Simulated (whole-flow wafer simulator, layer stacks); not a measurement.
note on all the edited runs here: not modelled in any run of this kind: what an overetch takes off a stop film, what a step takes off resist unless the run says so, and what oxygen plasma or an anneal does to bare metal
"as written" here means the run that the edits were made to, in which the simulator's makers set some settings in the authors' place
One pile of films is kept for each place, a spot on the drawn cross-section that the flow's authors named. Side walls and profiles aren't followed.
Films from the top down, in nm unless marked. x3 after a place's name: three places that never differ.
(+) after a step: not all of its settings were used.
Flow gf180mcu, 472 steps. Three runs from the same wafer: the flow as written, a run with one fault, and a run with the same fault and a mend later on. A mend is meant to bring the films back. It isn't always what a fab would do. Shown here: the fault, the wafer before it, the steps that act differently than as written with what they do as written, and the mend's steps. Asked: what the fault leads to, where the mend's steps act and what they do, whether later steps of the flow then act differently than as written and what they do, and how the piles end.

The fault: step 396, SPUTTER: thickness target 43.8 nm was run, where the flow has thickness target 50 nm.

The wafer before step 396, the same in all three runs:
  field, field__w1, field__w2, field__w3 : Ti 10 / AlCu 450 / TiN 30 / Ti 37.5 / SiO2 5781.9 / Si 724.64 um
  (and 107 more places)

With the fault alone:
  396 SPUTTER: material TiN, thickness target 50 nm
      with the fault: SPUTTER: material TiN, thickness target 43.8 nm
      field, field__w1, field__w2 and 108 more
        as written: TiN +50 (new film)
        with the fault: TiN +43.8 (new film)
  Later steps of the flow that act differently than as written (1 more step differs only slightly, by at most 2% or 0.5 nm, whichever is larger, and isn't shown):
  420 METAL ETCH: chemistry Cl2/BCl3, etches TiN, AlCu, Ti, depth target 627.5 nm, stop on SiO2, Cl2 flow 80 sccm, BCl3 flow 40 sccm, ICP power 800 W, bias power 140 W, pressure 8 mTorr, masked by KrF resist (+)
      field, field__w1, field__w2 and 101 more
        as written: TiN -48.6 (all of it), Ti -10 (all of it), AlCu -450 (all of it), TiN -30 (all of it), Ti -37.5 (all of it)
        with the fault: TiN -42.4 (all of it), Ti -10 (all of it), AlCu -450 (all of it), TiN -30 (all of it), Ti -37.5 (all of it)
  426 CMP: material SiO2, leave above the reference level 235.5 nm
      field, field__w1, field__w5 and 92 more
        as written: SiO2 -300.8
        with the fault: SiO2 -307
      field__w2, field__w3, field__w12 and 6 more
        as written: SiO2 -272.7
        with the fault: SiO2 -279.2
  At the end the piles differ from the flow's by more than 2% or 0.5 nm, whichever is larger, at field__w4, field__w8, contact, m1, m1__w1, mim, mim_1p0, m1_nw.
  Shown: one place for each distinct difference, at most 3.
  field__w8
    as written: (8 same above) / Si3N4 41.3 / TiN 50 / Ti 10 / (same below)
    with the fault: (8 same above) / Si3N4 41.3 / TiN 43.8 / Ti 10 / (same below)
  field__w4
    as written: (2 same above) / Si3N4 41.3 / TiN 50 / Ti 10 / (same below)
    with the fault: (2 same above) / Si3N4 41.3 / TiN 43.8 / Ti 10 / (same below)
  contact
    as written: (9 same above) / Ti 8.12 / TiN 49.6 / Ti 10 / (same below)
    with the fault: (9 same above) / Ti 8.12 / TiN 43.4 / Ti 10 / (same below)

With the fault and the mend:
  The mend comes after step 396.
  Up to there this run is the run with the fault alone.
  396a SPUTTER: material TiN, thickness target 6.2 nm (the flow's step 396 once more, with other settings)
      field, field__w1, field__w2 and 108 more
        TiN +6.2
  No later step of the flow acts differently than as written at any place that is followed.
  At the end the piles are the same as the flow's at every place that both follow.
